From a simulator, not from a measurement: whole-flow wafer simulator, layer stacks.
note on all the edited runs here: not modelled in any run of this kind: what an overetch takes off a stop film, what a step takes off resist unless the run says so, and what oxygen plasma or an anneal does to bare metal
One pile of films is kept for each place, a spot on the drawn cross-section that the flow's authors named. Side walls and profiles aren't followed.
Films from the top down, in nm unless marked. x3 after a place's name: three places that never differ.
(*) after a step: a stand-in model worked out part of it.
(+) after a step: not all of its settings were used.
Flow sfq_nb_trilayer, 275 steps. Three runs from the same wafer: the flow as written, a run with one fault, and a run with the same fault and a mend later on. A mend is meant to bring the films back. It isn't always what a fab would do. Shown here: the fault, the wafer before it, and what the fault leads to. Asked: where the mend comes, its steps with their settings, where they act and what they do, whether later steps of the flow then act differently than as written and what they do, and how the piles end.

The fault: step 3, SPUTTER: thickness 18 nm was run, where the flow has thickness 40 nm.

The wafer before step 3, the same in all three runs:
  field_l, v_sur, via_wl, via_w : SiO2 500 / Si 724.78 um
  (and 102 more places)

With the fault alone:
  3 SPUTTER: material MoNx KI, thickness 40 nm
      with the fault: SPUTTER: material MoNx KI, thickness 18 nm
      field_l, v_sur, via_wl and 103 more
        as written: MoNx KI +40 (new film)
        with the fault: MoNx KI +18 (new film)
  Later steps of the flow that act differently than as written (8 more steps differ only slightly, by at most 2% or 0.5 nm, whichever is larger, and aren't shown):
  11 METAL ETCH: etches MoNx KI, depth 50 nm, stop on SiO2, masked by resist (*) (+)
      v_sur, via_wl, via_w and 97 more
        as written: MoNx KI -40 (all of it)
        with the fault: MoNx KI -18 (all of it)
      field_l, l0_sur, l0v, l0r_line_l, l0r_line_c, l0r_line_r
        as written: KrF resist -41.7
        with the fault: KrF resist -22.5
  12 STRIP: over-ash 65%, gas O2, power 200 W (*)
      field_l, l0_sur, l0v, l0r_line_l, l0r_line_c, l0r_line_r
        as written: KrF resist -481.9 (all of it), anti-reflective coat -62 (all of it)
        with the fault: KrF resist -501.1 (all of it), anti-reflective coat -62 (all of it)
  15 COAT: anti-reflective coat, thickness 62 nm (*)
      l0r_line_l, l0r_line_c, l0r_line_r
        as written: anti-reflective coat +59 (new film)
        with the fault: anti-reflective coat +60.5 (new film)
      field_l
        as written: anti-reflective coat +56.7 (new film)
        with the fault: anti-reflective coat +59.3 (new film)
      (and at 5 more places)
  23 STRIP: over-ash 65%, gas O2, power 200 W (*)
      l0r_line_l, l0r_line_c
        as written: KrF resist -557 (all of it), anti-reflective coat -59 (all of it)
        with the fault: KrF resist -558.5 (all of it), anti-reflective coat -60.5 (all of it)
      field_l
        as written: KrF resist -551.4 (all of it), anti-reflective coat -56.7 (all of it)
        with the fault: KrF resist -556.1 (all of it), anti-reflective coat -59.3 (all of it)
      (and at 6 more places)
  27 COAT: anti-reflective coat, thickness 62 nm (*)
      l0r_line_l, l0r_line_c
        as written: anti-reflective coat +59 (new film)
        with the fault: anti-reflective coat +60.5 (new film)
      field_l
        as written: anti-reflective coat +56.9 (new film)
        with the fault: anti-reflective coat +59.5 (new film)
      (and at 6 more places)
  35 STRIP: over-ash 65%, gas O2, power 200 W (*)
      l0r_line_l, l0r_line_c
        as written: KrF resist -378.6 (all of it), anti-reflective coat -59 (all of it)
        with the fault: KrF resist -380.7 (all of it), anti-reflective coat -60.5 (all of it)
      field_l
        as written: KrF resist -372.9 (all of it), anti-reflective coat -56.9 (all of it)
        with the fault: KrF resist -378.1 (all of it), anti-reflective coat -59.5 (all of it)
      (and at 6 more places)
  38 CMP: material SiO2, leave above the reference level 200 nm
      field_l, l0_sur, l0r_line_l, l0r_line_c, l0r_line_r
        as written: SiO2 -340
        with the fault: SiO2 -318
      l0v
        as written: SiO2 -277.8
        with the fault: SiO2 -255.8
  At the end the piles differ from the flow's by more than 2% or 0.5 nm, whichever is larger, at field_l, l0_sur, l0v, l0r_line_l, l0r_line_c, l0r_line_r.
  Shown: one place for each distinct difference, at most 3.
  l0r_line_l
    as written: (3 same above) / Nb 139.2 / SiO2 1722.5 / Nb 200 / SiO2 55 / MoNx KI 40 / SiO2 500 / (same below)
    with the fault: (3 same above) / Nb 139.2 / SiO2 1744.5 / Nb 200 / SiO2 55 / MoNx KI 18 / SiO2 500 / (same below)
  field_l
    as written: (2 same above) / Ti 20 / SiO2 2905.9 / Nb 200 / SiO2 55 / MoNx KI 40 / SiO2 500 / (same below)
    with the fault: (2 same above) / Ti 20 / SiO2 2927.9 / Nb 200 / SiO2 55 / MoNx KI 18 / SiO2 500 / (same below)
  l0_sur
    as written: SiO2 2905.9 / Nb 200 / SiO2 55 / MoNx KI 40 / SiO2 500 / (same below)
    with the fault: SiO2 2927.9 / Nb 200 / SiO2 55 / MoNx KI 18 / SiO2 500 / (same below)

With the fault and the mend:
  The mend comes after step 3.
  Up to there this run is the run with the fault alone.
  3a SPUTTER: material MoNx KI, thickness 22 nm (the flow's step 3 once more, with other settings)
      field_l, v_sur, via_wl and 103 more
        MoNx KI +22
  No later step of the flow acts differently than as written at any place that is followed.
  At the end the piles are the same as the flow's at every place that both follow.
